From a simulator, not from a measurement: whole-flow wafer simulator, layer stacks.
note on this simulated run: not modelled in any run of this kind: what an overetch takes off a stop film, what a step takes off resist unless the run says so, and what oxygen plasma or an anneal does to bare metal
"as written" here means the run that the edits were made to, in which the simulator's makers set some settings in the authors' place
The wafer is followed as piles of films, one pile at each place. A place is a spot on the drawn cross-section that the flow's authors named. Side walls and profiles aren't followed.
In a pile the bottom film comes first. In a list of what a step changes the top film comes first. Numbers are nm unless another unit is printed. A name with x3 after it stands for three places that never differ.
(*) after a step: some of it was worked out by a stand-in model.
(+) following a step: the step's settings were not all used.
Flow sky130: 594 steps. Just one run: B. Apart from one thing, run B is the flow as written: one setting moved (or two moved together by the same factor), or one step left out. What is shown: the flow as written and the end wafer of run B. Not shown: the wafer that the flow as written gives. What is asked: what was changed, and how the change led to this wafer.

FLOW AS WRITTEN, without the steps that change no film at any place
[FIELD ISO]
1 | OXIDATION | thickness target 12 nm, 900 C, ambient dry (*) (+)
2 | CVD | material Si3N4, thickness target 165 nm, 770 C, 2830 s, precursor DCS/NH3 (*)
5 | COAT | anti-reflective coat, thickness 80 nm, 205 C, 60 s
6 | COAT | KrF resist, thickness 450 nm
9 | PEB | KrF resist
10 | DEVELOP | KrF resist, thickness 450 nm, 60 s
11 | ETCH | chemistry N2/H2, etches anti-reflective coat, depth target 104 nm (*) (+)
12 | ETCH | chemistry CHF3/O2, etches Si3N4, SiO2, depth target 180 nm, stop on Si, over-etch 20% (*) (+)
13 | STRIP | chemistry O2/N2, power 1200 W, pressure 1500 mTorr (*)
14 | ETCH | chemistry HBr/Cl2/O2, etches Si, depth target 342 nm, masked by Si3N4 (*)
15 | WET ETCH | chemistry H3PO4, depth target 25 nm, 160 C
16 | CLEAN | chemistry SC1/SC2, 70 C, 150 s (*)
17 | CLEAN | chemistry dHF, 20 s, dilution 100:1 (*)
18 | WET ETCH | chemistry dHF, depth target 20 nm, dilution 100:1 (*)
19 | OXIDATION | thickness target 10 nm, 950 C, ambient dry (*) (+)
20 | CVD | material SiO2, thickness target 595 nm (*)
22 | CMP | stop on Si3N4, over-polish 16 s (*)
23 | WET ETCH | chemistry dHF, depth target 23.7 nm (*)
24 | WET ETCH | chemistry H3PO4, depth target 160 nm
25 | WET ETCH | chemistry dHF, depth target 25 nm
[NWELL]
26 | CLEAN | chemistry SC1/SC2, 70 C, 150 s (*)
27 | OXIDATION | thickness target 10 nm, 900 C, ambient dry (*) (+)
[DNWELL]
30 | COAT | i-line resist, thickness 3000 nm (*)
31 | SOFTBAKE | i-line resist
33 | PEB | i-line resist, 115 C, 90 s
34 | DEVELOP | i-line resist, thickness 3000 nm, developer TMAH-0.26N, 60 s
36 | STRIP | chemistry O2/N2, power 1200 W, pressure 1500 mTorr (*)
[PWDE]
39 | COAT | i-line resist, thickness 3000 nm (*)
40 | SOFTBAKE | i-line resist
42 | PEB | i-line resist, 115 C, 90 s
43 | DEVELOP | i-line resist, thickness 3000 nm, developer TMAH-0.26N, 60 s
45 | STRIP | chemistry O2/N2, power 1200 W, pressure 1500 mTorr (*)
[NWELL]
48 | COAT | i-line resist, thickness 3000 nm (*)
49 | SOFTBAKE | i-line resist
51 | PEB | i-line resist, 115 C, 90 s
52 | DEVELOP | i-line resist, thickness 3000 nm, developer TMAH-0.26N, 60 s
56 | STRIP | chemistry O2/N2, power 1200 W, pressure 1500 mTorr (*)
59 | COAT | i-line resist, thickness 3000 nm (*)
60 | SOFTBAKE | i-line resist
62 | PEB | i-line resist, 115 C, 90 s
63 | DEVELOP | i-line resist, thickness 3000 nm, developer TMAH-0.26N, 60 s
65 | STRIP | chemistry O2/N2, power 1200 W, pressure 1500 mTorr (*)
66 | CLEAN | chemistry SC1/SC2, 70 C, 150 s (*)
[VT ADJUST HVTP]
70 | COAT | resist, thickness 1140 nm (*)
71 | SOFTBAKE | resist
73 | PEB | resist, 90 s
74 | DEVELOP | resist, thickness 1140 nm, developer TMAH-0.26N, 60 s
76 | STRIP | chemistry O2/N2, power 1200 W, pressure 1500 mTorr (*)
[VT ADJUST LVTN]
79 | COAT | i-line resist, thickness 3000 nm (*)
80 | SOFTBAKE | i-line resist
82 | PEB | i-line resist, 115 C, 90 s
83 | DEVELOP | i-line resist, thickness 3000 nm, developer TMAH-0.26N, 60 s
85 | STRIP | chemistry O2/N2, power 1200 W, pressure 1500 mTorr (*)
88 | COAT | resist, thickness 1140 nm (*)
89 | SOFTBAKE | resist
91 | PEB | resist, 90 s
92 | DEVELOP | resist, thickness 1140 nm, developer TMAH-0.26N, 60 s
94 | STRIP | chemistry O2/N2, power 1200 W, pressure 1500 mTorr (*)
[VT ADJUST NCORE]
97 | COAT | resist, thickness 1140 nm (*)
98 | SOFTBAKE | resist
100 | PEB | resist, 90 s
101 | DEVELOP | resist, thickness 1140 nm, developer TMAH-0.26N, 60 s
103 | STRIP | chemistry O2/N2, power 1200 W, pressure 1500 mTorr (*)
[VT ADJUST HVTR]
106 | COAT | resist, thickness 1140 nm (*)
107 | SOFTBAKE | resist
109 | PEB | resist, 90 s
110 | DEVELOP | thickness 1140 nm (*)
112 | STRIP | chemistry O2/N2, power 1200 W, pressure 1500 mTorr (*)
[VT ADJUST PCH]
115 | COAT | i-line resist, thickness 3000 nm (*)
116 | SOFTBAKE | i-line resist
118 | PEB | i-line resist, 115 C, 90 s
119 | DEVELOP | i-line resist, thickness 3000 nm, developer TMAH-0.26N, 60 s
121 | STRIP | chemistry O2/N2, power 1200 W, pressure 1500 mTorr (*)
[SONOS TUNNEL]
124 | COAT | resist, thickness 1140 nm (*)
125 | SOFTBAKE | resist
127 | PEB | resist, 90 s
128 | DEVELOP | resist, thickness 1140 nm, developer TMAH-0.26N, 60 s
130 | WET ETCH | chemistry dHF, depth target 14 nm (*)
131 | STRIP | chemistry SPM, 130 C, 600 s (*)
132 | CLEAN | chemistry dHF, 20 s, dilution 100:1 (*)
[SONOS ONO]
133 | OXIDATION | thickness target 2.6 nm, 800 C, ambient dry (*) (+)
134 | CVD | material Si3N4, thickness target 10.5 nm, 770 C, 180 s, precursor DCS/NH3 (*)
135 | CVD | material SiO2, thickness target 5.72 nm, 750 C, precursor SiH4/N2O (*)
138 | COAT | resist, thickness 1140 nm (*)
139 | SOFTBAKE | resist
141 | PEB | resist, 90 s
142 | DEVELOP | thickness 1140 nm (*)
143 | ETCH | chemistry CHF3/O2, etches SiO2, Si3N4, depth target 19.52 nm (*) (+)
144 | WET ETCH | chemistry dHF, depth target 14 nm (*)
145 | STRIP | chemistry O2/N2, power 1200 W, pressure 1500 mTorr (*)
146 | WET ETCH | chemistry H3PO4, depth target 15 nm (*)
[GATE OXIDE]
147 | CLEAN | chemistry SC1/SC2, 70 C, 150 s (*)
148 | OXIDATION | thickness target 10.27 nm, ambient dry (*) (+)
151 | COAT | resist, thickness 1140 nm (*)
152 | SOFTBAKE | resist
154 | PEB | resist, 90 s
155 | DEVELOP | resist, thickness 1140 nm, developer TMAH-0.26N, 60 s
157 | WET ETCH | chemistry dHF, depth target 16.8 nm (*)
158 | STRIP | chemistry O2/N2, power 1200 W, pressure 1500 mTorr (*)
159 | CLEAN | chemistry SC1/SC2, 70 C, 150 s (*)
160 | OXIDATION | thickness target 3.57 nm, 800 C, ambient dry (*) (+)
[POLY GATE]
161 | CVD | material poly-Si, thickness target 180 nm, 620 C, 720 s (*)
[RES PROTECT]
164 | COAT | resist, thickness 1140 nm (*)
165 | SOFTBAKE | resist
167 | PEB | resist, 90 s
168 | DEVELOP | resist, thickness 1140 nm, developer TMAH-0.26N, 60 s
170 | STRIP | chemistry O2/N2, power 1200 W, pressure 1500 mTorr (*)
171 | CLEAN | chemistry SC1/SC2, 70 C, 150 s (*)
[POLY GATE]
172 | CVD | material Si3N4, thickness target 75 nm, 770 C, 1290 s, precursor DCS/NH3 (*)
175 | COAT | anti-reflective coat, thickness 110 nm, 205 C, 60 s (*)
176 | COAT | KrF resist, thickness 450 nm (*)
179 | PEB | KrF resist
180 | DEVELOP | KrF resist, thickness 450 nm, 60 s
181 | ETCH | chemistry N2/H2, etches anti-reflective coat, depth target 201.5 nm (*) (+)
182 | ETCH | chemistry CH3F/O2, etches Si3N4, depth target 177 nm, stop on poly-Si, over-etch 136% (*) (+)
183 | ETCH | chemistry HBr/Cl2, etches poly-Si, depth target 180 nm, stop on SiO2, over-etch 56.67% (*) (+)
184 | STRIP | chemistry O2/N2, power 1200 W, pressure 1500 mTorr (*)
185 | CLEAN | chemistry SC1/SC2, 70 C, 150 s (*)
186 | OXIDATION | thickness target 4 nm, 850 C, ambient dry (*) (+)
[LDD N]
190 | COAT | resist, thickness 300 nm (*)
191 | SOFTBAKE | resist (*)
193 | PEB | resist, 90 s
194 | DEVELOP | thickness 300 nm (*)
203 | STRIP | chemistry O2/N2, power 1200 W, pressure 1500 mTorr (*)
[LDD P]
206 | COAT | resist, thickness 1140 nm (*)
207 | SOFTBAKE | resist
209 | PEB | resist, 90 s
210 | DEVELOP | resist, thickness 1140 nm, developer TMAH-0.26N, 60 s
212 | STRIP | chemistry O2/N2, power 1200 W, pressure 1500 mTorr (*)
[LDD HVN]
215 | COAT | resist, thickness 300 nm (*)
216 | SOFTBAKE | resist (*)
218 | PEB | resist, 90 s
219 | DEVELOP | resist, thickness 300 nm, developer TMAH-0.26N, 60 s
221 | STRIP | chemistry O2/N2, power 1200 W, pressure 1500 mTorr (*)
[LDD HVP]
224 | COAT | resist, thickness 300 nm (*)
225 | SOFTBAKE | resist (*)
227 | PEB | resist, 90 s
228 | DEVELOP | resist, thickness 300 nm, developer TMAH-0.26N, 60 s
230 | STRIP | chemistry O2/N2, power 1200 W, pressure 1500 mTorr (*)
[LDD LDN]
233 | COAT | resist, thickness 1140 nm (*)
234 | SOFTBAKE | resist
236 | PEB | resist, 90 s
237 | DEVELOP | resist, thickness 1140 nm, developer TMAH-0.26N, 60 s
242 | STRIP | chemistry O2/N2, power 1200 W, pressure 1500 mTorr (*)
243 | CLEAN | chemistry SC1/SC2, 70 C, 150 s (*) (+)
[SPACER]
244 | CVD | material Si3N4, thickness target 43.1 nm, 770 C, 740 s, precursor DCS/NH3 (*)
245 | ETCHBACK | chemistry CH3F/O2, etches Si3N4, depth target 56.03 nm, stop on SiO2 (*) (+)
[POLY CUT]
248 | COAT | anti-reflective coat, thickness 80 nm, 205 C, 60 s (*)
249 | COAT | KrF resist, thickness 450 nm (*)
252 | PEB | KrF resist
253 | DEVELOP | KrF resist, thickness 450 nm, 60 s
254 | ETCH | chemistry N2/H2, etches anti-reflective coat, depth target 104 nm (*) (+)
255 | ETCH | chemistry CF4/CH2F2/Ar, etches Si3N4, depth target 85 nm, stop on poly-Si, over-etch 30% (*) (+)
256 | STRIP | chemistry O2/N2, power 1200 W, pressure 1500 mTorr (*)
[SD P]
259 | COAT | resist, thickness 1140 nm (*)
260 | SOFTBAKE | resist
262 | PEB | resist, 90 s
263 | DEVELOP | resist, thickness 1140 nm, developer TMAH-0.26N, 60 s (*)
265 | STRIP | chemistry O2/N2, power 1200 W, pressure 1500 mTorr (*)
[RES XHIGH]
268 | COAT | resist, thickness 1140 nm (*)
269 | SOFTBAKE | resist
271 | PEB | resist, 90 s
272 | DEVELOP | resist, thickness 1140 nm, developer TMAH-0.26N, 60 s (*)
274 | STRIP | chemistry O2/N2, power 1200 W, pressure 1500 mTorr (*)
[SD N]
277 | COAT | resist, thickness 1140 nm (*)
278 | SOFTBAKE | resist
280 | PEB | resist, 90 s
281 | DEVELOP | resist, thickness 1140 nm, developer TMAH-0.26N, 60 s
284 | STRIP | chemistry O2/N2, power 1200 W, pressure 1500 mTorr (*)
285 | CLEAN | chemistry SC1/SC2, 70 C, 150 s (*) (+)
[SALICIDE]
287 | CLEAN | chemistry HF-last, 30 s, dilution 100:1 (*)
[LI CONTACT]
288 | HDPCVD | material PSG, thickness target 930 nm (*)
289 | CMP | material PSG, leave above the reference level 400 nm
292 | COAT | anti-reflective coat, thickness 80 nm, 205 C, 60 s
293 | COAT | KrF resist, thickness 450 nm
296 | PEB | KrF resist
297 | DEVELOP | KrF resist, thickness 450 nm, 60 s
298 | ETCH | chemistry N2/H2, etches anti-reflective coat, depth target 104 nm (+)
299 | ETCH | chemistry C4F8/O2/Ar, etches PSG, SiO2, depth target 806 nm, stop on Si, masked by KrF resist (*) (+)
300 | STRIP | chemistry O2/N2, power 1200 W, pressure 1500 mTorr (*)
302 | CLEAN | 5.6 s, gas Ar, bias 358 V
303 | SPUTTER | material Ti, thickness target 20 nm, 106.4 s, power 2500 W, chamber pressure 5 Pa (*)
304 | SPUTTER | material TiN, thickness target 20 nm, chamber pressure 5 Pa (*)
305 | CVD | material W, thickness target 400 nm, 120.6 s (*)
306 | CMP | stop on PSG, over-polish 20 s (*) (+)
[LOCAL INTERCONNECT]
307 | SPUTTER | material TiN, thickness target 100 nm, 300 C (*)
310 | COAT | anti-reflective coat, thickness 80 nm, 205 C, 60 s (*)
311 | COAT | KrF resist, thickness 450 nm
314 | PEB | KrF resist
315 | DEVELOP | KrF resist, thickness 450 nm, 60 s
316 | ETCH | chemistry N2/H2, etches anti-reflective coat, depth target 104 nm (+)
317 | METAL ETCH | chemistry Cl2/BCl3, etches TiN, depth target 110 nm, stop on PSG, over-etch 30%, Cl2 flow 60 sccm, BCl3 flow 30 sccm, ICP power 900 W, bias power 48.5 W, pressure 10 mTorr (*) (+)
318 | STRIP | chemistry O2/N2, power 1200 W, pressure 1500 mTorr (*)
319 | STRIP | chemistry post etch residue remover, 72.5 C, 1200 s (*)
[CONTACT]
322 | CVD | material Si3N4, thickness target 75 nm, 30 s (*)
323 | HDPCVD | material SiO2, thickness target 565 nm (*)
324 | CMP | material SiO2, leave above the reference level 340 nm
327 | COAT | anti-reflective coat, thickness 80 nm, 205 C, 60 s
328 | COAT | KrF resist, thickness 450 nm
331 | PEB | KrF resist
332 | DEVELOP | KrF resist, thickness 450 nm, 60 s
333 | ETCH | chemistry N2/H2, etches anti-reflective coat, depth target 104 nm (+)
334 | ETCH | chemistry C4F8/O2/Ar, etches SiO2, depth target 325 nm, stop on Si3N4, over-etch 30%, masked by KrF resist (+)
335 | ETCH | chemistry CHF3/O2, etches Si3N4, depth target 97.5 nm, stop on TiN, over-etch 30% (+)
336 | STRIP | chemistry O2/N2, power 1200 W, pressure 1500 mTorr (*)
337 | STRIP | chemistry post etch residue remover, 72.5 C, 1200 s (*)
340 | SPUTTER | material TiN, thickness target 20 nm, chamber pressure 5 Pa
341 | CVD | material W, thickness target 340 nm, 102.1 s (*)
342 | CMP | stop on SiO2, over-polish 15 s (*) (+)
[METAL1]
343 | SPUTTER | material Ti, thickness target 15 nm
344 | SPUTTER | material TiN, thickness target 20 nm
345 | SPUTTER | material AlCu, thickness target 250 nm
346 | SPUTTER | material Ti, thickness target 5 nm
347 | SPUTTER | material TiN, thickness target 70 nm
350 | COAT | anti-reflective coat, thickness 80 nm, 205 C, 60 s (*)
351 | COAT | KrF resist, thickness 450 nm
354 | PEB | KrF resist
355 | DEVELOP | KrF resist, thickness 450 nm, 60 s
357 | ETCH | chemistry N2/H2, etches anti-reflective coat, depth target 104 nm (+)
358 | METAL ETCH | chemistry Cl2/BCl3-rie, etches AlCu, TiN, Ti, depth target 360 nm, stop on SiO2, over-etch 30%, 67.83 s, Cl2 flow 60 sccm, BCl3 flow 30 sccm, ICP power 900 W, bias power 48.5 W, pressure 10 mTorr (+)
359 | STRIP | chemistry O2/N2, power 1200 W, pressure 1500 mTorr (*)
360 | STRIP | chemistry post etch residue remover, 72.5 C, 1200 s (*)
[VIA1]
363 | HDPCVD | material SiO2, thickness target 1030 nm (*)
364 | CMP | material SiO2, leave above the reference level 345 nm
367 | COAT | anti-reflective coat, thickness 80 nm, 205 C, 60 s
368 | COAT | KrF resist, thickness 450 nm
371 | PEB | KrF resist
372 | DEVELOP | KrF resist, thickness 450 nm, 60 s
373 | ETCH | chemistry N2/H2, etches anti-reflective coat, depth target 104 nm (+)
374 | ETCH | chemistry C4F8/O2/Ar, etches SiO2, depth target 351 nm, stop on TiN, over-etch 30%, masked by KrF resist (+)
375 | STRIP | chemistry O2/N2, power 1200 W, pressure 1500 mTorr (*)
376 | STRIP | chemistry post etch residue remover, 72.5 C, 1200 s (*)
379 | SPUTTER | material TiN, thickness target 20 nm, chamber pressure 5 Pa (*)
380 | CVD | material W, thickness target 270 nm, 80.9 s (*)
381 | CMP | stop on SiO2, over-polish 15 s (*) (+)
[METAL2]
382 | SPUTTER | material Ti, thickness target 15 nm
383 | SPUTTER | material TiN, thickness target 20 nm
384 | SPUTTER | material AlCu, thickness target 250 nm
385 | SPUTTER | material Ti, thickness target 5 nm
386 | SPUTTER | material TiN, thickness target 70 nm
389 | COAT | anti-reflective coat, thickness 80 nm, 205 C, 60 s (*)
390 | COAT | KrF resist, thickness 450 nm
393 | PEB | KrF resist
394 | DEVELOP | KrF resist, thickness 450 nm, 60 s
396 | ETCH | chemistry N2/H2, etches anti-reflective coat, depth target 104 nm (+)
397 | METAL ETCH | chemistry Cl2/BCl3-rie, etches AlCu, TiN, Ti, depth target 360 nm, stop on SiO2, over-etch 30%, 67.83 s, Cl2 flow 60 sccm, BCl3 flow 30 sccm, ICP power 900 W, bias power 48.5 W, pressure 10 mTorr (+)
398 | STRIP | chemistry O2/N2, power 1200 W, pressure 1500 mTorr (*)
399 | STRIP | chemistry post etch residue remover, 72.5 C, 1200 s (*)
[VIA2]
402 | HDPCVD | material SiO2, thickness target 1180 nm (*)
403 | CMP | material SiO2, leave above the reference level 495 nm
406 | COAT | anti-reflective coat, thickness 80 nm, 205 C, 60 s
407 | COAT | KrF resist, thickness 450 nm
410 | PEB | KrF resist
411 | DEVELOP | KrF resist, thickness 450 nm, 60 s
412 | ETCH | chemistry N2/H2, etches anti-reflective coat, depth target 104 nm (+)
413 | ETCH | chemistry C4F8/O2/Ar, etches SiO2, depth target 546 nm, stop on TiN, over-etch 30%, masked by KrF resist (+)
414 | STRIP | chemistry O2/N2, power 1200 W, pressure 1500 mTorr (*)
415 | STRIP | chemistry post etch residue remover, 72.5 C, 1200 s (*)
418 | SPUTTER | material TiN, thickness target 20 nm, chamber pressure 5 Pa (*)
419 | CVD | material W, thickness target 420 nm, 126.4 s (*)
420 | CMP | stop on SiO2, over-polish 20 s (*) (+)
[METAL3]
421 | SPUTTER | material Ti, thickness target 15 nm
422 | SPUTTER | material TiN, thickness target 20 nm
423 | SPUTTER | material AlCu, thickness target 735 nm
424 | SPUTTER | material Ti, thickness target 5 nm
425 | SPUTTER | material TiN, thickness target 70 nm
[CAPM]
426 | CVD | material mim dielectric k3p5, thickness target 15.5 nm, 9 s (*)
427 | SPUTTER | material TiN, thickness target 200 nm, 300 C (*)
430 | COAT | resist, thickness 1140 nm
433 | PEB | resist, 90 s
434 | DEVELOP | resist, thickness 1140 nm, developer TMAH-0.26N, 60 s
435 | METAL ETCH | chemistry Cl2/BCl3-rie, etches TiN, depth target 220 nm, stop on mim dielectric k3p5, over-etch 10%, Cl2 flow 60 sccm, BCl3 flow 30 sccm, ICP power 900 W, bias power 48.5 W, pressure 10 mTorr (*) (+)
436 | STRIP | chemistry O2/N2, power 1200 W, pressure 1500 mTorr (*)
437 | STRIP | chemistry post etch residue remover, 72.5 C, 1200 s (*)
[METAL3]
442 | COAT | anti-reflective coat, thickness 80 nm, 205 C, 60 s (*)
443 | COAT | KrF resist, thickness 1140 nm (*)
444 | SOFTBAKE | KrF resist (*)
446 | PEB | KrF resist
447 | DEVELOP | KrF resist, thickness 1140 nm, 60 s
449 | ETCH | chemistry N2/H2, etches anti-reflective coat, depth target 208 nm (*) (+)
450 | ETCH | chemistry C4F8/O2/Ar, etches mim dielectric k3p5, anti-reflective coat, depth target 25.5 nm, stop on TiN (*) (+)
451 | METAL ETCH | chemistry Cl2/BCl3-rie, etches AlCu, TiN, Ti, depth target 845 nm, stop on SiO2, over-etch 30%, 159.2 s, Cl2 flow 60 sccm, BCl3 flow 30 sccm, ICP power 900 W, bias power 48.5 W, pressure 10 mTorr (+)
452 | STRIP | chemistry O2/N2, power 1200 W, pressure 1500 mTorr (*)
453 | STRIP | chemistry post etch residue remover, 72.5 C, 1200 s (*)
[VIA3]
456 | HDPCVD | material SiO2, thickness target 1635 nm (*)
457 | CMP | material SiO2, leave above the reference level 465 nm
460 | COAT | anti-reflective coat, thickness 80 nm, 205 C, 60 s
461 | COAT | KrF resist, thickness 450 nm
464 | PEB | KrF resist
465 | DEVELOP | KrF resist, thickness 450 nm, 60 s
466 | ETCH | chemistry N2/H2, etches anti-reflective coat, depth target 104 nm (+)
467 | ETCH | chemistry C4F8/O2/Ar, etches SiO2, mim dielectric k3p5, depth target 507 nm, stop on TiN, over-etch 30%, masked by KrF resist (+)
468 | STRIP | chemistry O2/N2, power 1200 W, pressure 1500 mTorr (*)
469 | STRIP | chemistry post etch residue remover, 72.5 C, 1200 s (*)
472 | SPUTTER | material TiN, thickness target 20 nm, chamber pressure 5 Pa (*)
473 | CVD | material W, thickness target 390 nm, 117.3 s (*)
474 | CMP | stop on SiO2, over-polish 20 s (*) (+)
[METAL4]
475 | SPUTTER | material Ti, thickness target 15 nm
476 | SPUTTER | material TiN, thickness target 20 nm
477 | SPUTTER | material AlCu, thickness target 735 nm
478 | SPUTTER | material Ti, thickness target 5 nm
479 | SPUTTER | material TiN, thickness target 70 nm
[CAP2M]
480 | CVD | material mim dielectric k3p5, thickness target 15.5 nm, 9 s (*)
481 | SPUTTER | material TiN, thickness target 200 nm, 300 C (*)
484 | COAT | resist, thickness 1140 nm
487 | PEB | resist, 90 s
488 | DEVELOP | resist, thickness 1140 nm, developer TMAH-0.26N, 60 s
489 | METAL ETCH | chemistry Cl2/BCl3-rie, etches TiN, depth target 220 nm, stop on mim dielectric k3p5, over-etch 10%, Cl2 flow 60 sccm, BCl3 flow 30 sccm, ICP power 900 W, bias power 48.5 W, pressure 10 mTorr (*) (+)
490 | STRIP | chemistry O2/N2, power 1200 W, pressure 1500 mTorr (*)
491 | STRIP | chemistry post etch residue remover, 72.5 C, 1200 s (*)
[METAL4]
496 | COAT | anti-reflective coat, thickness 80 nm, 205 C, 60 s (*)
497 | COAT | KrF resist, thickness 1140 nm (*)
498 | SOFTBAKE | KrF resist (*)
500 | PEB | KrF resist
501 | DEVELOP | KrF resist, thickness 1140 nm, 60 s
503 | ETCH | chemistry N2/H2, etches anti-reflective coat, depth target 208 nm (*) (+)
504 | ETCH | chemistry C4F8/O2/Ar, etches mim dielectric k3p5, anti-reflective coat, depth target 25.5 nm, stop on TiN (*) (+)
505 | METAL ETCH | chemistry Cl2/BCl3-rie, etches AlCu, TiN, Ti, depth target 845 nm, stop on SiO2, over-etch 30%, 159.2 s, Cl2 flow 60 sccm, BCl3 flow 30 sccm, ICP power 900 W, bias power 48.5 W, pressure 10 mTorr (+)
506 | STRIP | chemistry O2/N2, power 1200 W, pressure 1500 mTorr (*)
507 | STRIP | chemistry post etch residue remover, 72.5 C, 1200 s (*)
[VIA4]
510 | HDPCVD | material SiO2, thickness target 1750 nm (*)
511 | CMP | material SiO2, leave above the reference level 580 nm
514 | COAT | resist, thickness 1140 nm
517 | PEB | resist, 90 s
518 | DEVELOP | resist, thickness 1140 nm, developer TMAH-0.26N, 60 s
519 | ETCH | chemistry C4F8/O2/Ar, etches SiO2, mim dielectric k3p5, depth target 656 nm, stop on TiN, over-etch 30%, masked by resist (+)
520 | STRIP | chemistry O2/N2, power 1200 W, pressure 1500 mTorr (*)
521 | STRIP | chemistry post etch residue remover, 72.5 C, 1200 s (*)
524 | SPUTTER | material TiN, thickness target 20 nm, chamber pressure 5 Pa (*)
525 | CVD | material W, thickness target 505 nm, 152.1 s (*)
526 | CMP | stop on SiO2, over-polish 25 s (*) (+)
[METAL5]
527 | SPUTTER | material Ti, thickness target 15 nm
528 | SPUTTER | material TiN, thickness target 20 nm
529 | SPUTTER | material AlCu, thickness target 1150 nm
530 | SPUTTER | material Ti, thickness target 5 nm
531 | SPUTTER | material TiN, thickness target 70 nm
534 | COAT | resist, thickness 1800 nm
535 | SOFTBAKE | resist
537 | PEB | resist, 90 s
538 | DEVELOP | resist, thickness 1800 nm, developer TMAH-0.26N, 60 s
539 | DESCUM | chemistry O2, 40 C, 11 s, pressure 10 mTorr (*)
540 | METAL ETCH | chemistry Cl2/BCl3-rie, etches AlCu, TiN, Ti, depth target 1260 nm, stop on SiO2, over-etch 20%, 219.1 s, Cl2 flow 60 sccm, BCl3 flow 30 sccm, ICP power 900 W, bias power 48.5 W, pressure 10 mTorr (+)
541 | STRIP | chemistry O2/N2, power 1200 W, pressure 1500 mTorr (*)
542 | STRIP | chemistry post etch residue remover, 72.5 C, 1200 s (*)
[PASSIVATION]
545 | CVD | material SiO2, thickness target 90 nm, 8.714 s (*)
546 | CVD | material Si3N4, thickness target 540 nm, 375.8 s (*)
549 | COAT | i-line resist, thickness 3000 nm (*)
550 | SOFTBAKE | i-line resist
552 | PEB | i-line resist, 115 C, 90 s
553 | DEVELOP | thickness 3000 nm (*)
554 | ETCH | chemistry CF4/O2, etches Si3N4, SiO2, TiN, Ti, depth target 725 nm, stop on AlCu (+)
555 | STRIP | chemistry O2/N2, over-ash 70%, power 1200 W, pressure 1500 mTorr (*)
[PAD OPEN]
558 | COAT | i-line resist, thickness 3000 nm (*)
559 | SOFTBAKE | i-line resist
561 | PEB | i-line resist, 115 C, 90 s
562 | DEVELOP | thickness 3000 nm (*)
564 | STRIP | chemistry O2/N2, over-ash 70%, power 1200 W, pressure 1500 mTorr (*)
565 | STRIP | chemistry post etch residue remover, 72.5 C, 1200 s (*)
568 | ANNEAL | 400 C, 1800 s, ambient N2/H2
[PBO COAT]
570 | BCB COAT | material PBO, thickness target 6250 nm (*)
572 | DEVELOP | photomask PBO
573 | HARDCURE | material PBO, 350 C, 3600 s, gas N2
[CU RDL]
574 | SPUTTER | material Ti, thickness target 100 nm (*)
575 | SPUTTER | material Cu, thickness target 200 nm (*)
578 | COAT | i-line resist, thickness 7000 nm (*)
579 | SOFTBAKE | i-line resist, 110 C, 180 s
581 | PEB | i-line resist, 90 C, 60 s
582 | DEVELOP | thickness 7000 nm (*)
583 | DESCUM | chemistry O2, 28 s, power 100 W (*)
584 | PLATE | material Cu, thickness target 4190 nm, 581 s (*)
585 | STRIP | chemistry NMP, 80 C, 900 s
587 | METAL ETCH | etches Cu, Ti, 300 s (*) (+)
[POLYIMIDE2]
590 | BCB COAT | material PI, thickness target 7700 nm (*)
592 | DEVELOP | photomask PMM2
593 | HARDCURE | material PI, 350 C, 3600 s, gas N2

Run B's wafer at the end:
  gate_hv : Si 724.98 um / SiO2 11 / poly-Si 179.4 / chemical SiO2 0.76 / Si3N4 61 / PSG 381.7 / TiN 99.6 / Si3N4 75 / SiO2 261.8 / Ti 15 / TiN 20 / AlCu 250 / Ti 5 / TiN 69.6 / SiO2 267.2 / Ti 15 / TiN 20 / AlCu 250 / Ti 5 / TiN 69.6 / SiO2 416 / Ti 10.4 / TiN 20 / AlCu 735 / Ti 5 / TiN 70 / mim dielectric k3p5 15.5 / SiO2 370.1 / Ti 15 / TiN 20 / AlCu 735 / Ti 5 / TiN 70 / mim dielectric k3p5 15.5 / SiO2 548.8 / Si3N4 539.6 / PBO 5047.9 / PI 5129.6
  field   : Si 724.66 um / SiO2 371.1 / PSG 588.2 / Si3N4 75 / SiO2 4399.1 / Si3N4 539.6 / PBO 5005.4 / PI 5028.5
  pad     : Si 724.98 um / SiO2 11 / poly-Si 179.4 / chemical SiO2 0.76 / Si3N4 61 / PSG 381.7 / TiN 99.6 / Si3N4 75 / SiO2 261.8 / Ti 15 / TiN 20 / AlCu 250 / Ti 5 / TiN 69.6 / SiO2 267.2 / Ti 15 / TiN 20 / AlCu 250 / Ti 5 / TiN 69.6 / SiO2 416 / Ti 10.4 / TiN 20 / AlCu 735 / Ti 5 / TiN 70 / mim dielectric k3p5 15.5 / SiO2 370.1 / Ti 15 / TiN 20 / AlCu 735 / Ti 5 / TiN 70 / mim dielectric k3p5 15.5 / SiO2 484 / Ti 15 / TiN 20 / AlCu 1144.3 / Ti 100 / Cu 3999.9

The reason: step 421, SPUTTER: thickness target 10.4 nm was run, though the flow has thickness target 15 nm.
One can read it off the wafer: gate_hv has Ti 10.4, and step 421 as written asks for 15 nm.

The path from the change to this, step by step:
  421 | SPUTTER | material Ti, thickness target 15 nm
      field, active, n_well and 188 more: +10.4 Ti (new film) (in the flow as written it would be: +15 Ti (new film))
  451 | METAL ETCH | chemistry Cl2/BCl3-rie, etches AlCu, TiN, Ti, depth target 845 nm, stop on SiO2, over-etch 30%, 159.2 s, Cl2 flow 60 sccm, BCl3 flow 30 sccm, ICP power 900 W, bias power 48.5 W, pressure 10 mTorr (+)
      field, active, gate and 69 more: -70 TiN (all of it), -5 Ti (all of it), -735 AlCu (all of it), -20 TiN (all of it), -10.4 Ti (all of it), -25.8 SiO2 (in the flow as written it would be: -70 TiN (all of it), -5 Ti (all of it), -735 AlCu (all of it), -20 TiN (all of it), -15 Ti (all of it), -25.4 SiO2)
      vpp_ln, vpp_iso2, ndiff_ln and 10 more: -70 TiN (all of it), -5 Ti (all of it), -735 AlCu (all of it), -20 TiN (all of it), -10.4 Ti (all of it), -25.8 SiO2 (in the flow as written it would be: -70 TiN (all of it), -5 Ti (all of it), -735 AlCu (all of it), -20 TiN (all of it), -15 Ti (all of it), -25.3 SiO2)
